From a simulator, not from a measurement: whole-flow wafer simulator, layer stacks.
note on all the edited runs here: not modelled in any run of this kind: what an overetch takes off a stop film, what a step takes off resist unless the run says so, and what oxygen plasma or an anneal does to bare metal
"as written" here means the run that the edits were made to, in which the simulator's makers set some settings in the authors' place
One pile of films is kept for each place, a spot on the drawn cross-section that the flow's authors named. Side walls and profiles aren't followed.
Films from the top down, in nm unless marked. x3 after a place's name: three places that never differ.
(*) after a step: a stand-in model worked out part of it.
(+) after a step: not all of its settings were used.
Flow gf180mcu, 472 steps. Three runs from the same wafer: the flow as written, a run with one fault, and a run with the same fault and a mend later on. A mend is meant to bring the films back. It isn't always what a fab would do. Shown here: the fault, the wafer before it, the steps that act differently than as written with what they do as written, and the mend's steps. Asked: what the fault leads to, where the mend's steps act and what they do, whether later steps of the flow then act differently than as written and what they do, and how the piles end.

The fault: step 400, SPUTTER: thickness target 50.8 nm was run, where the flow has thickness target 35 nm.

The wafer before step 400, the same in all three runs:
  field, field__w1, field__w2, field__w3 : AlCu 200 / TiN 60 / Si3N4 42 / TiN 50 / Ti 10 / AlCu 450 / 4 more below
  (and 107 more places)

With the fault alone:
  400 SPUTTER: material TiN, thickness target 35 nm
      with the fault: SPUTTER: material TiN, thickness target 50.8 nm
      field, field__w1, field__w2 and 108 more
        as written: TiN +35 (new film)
        with the fault: TiN +50.8 (new film)
  Later steps of the flow that act differently than as written (7 more steps differ only slightly, by at most 2% or 0.5 nm, whichever is larger, and aren't shown):
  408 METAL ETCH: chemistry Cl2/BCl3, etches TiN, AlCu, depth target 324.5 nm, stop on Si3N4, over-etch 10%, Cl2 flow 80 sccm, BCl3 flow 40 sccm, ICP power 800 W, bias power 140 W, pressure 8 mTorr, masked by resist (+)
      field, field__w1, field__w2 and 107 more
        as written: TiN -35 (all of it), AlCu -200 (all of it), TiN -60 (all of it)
        with the fault: TiN -50.8 (all of it), AlCu -200 (all of it), TiN -60 (all of it)
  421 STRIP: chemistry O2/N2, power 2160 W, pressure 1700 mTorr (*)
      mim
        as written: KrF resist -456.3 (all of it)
        with the fault: KrF resist -444.5 (all of it)
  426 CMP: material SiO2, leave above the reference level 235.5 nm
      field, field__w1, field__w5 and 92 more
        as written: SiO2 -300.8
        with the fault: SiO2 -285
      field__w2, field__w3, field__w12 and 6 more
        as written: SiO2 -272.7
        with the fault: SiO2 -256.9
  At the end the piles differ from the flow's by more than 2% or 0.5 nm, whichever is larger, at mim.
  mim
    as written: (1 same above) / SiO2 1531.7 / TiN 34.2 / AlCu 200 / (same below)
    with the fault: (1 same above) / SiO2 1531.7 / TiN 50 / AlCu 200 / (same below)

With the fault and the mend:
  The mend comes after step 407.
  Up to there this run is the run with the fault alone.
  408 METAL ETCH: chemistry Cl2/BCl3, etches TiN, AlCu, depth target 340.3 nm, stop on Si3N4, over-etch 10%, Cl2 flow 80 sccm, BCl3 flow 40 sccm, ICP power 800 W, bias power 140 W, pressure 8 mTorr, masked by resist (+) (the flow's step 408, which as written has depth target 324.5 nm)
      field, field__w1, field__w2 and 107 more
        TiN -50.8 (all of it), AlCu -200 (all of it), TiN -60 (all of it)
      mim
        resist -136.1
  Later steps of the flow that act differently than as written (8 more steps differ only slightly, by at most 2% or 0.5 nm, whichever is larger, and aren't shown):
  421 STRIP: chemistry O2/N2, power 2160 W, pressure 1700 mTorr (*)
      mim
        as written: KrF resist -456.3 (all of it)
        with the mend: KrF resist -444.5 (all of it)
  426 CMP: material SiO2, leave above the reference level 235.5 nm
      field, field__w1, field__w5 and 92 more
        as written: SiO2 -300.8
        with the mend: SiO2 -285
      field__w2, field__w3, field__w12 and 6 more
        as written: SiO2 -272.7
        with the mend: SiO2 -256.9
  At the end the piles differ from the flow's by more than 2% or 0.5 nm, whichever is larger, at mim.
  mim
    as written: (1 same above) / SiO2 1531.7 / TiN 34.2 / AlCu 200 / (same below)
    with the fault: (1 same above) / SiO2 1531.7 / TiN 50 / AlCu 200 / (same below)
    with the mend: (1 same above) / SiO2 1531.7 / TiN 50 / AlCu 200 / (same below)
